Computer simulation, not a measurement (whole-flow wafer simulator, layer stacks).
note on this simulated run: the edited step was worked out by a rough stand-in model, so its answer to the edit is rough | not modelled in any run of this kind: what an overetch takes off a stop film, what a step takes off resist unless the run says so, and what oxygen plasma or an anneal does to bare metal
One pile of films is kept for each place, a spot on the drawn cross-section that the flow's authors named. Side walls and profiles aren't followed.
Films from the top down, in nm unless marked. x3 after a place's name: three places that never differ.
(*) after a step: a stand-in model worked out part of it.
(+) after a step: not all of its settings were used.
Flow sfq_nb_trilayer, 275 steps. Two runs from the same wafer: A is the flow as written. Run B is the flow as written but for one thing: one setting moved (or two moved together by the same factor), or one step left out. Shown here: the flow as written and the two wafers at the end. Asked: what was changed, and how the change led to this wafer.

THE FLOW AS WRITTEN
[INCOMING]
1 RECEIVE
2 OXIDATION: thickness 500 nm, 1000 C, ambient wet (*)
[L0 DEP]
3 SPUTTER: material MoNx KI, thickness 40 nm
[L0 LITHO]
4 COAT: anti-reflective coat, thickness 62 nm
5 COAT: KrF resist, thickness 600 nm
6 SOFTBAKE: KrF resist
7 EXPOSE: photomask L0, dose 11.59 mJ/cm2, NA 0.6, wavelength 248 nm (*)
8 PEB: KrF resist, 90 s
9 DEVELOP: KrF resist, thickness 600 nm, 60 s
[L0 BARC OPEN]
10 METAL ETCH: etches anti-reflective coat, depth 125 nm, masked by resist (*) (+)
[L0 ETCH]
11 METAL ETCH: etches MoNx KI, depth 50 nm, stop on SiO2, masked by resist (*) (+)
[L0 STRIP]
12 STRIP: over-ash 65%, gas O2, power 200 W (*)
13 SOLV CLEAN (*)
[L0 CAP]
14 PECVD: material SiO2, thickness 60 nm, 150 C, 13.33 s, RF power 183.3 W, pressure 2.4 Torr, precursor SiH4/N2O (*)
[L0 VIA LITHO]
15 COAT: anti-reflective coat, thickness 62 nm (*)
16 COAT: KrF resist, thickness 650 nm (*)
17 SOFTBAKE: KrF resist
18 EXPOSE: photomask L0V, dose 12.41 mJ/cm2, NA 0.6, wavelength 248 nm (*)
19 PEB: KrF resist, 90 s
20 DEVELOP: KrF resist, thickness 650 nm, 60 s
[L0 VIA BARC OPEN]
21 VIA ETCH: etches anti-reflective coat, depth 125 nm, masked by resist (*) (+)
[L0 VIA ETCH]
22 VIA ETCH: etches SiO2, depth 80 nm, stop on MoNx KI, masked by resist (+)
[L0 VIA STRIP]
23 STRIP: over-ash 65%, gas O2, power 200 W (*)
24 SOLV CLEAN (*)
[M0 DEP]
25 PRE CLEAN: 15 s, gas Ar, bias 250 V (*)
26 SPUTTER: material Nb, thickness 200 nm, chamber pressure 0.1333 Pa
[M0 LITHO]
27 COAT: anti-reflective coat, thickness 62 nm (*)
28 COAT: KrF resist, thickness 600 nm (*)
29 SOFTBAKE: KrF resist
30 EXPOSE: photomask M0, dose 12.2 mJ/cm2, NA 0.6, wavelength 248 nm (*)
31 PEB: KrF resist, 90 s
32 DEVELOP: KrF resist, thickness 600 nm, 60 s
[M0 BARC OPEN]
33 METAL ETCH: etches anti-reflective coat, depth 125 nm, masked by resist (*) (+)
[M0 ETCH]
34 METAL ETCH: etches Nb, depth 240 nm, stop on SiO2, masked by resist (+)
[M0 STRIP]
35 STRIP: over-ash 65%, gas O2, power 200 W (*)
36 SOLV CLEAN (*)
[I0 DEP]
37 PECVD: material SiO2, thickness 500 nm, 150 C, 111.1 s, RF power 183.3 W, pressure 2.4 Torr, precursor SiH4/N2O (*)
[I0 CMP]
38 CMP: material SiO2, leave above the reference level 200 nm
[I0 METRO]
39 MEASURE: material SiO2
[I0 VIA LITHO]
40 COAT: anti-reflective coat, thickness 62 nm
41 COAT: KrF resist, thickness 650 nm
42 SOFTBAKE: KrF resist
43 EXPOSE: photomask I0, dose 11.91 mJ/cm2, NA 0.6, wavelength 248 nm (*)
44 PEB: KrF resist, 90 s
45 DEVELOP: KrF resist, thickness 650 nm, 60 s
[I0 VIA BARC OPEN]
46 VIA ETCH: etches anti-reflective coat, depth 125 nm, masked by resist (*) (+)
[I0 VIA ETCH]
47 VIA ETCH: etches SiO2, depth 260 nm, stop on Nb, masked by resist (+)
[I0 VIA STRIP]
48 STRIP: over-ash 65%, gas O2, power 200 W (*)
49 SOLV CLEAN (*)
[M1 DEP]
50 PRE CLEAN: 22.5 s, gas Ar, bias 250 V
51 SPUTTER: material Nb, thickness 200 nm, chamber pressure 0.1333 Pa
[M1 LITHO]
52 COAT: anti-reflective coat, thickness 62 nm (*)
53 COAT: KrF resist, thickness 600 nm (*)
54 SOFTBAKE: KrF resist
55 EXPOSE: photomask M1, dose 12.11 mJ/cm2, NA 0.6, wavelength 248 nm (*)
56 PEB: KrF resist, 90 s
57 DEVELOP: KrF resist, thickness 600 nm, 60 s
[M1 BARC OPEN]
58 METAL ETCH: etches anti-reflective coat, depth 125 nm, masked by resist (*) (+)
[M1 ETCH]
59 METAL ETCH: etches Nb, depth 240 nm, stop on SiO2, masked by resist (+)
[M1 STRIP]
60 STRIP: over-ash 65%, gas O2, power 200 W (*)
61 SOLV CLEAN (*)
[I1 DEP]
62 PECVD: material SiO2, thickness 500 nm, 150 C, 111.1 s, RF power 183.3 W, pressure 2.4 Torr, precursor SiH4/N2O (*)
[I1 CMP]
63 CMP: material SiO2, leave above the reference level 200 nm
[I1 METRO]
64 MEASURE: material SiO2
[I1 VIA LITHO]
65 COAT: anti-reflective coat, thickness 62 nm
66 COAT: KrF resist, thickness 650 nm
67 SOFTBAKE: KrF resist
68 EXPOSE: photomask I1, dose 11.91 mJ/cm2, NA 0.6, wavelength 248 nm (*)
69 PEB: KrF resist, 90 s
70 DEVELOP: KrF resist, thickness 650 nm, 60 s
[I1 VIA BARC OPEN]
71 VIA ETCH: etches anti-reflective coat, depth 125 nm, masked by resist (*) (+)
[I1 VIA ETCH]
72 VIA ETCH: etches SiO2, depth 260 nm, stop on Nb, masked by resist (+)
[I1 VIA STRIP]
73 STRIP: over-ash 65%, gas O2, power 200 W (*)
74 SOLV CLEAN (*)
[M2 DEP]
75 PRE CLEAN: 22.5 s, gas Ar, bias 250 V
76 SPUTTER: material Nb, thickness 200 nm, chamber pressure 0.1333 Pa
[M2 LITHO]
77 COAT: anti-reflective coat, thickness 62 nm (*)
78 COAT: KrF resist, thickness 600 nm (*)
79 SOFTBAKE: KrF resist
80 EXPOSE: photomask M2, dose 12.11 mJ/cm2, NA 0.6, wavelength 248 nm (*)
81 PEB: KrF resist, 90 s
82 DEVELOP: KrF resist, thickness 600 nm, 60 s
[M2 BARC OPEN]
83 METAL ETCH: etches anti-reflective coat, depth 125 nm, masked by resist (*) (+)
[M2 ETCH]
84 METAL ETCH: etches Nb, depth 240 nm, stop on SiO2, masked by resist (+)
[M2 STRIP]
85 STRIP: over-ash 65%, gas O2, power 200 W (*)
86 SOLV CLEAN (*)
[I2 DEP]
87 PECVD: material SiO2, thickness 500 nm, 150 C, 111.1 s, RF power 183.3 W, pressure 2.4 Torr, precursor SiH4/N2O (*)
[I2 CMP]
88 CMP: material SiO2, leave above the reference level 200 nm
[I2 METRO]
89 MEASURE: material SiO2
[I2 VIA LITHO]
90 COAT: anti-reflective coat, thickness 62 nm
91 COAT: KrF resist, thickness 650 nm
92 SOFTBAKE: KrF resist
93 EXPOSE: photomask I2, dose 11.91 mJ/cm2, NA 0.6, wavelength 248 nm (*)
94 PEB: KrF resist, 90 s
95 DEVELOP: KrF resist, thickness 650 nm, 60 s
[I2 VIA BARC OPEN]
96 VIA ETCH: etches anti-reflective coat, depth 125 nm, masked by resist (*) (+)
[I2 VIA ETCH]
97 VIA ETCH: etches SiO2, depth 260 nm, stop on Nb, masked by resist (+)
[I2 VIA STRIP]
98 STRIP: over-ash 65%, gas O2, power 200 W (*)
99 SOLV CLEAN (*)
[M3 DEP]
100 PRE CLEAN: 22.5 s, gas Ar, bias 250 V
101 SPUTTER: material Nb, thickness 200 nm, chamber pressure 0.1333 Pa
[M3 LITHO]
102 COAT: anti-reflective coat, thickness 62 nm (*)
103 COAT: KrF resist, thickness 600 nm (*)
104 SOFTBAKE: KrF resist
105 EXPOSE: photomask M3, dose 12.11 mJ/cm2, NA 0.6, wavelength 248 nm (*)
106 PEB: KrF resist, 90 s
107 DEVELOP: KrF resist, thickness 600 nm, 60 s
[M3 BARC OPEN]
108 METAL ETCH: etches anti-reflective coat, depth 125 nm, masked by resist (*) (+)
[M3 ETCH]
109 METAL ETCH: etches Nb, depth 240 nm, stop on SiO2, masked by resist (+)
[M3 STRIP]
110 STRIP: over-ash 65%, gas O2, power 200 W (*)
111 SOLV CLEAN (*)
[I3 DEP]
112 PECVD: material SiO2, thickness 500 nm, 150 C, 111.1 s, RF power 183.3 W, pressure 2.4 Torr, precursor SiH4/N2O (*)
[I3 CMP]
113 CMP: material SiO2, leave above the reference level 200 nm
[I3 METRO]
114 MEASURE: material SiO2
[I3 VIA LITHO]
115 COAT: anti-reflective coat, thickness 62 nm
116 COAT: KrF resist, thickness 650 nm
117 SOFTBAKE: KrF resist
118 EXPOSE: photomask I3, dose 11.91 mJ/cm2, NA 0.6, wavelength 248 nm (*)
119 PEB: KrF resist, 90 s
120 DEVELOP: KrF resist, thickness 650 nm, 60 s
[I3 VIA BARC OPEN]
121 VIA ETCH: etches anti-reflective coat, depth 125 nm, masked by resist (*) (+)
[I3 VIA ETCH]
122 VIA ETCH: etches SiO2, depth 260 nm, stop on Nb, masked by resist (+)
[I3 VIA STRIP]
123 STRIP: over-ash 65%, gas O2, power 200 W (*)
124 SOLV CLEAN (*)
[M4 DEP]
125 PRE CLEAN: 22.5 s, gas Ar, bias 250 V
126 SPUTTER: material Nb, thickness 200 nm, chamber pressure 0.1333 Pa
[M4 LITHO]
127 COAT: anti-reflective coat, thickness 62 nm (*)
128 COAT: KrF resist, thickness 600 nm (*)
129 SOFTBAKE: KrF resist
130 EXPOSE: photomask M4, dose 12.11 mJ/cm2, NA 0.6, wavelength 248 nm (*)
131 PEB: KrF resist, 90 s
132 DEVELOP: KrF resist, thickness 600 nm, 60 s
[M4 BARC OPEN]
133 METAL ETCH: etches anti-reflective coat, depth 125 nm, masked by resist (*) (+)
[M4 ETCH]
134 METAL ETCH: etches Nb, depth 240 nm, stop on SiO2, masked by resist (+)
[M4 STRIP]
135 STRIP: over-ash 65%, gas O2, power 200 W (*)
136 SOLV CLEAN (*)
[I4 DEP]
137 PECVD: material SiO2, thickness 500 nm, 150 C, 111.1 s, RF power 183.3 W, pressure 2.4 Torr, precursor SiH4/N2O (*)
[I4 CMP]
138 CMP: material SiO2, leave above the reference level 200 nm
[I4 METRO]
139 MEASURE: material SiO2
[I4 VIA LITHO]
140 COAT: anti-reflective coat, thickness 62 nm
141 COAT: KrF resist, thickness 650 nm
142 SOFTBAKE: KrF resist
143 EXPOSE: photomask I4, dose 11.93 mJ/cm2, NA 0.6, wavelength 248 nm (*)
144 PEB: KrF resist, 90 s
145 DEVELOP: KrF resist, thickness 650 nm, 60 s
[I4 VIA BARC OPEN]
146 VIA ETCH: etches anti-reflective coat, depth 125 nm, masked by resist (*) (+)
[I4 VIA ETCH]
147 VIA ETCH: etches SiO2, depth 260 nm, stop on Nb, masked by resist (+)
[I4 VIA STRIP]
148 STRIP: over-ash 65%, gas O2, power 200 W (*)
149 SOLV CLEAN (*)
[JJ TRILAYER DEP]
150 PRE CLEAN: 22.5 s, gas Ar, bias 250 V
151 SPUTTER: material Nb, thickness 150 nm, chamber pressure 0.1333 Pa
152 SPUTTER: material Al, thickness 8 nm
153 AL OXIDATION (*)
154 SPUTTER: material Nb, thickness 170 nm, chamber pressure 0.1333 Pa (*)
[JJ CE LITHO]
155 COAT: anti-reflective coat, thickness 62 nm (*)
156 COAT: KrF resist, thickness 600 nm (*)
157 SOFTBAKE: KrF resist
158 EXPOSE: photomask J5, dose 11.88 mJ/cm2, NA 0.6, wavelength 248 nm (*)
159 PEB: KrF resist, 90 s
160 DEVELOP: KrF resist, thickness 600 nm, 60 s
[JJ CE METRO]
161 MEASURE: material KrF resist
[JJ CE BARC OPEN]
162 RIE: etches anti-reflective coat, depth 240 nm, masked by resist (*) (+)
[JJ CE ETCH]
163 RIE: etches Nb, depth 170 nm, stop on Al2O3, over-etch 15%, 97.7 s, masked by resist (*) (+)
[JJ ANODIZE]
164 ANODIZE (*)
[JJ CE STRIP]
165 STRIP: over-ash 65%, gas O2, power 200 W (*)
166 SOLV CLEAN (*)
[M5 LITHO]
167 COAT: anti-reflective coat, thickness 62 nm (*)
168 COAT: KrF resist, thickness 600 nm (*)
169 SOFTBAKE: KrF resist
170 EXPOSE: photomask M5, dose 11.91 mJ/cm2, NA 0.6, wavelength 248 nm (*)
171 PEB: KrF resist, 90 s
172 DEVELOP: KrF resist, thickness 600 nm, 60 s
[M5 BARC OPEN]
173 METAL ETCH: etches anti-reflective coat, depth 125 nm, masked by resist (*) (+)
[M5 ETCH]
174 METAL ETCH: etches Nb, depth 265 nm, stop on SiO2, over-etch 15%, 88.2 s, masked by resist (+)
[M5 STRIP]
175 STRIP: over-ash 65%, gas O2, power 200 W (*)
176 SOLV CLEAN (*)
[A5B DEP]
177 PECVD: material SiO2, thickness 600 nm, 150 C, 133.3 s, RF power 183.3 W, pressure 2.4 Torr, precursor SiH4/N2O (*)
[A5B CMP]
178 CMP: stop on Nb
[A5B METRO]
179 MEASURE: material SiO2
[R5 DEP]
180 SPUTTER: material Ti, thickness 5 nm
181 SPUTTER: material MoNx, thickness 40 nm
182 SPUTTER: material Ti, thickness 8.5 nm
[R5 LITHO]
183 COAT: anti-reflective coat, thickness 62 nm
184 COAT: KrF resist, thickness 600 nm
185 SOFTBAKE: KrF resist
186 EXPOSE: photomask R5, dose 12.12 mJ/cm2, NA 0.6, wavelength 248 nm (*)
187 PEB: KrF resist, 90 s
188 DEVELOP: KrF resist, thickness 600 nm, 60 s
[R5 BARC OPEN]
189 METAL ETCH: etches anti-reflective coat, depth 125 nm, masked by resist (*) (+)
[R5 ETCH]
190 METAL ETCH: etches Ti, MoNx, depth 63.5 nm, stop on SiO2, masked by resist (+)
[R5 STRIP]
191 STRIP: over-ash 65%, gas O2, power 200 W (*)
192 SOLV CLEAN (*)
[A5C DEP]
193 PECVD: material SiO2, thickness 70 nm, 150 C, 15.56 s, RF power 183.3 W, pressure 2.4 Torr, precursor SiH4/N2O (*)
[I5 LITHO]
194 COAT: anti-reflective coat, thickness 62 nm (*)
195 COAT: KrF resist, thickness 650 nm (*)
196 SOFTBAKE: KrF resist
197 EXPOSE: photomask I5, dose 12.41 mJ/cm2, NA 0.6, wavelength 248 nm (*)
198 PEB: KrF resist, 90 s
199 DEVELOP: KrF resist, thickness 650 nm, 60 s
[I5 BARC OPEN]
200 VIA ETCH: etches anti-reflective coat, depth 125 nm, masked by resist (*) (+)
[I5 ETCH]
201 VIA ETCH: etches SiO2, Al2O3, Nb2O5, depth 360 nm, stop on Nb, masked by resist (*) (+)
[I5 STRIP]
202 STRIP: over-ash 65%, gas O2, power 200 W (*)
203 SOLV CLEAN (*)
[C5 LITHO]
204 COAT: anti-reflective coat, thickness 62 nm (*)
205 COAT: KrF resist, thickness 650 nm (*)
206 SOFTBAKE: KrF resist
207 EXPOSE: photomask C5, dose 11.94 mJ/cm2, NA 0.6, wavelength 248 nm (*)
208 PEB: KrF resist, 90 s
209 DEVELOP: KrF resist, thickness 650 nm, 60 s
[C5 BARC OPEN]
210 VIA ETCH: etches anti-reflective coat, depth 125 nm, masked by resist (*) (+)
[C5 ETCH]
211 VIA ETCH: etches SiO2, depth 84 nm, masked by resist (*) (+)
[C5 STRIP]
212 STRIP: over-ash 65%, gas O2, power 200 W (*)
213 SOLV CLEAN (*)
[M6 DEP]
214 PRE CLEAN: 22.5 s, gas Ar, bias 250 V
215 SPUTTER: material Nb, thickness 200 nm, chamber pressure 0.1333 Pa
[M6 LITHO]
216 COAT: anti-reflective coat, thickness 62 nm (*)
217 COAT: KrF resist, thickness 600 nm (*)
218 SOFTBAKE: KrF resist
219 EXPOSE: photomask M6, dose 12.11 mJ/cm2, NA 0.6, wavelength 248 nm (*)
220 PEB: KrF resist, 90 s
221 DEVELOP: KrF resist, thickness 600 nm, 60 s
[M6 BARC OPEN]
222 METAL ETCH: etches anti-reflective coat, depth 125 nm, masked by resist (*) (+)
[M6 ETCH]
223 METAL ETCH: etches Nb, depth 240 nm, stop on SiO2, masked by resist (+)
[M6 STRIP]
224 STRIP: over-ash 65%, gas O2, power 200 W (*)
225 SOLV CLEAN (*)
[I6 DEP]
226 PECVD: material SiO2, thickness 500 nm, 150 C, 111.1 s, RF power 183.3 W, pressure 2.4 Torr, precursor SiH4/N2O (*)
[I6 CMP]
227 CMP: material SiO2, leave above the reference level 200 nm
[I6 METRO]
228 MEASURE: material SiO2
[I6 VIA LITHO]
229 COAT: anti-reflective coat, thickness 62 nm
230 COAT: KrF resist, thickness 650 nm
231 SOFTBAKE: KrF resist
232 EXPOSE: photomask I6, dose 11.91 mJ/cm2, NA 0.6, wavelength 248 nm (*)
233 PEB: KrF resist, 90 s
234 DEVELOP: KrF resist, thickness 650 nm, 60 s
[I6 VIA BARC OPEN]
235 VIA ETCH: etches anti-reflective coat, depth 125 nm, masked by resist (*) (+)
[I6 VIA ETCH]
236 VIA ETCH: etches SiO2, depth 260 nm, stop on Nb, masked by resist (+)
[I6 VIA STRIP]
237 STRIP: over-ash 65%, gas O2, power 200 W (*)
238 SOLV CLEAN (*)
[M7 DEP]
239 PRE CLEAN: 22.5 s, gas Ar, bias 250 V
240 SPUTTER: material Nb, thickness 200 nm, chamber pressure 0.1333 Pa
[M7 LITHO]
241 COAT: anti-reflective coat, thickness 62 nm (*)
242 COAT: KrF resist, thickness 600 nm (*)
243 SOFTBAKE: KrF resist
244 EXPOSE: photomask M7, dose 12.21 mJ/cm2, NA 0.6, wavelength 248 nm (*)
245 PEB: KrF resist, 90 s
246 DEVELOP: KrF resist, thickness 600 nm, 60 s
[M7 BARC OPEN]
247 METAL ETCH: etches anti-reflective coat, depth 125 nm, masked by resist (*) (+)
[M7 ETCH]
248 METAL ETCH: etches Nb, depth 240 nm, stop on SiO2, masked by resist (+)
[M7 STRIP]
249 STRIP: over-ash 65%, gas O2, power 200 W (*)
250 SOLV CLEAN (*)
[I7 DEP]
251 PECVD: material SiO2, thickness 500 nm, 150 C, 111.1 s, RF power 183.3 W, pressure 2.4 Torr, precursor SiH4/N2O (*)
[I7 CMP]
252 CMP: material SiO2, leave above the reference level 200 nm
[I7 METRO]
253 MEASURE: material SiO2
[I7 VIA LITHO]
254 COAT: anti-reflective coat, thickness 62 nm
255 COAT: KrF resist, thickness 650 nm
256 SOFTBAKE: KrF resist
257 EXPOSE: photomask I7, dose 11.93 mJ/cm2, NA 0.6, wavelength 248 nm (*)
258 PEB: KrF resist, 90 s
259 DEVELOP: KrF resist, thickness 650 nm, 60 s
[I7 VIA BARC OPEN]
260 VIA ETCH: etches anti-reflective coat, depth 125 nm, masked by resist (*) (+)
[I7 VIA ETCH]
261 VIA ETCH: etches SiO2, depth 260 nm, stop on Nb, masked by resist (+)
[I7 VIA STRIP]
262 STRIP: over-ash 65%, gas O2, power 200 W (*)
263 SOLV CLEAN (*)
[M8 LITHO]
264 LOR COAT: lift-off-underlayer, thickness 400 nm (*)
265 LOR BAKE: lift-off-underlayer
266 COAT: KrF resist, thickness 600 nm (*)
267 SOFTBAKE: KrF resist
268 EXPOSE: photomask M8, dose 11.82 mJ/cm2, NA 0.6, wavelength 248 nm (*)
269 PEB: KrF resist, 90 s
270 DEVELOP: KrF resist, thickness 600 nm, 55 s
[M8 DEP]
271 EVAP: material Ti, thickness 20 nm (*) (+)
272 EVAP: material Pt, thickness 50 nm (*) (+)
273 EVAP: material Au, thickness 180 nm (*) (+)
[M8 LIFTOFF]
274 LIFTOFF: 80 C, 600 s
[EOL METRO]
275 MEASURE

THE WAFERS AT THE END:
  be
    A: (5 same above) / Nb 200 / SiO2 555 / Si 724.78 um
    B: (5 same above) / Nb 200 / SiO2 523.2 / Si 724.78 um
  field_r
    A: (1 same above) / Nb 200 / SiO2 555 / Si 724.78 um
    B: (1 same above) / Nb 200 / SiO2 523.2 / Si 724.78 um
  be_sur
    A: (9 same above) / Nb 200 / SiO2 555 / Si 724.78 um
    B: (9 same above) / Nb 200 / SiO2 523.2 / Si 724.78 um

The cause: step 14, PECVD: thickness 28.2 nm was run, where the flow has thickness 60 nm; step 14, PECVD: 6.267 s was run, where the flow has 13.33 s.

How the change led to this, step by step:
  14 PECVD: material SiO2, thickness 60 nm, 150 C, 13.33 s, RF power 183.3 W, pressure 2.4 Torr, precursor SiH4/N2O (*)
      v_sur, via_wl, via_w and 97 more: A SiO2 +60 | B SiO2 +28.2
      field_l, l0_sur, l0v, l0r_line_l, l0r_line_c, l0r_line_r: A SiO2 +60 (new film) | B SiO2 +28.2 (new film)
  22 VIA ETCH: etches SiO2, depth 80 nm, stop on MoNx KI, masked by resist (+)
      field_l, v_sur, via_wl and 102 more: A KrF resist -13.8 | B KrF resist -7.25
      l0v: A SiO2 -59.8 (all of it) | B SiO2 -28 (all of it)
  26 SPUTTER: material Nb, thickness 200 nm, chamber pressure 0.1333 Pa
      l0v: A Nb +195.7 (new film) | B Nb +200 (new film)
  27 COAT: anti-reflective coat, thickness 62 nm (*)
      l0_sur: A anti-reflective coat +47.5 (new film) | B anti-reflective coat +50.9 (new film)
      l0v: A anti-reflective coat +78 (new film) | B anti-reflective coat +68.2 (new film)
  28 COAT: KrF resist, thickness 600 nm (*)
      l0v: A KrF resist +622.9 (new film) | B KrF resist +603.9 (new film)
  35 STRIP: over-ash 65%, gas O2, power 200 W (*)
      l0_sur: A KrF resist -372 (all of it), anti-reflective coat -47.5 (all of it) | B KrF resist -373.9 (all of it), anti-reflective coat -50.9 (all of it)
      l0v: A KrF resist -405.3 (all of it), anti-reflective coat -78 (all of it) | B KrF resist -386.3 (all of it), anti-reflective coat -68.2 (all of it)
  38 CMP: material SiO2, leave above the reference level 200 nm
      l0v: A SiO2 -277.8 | B SiO2 -313.9
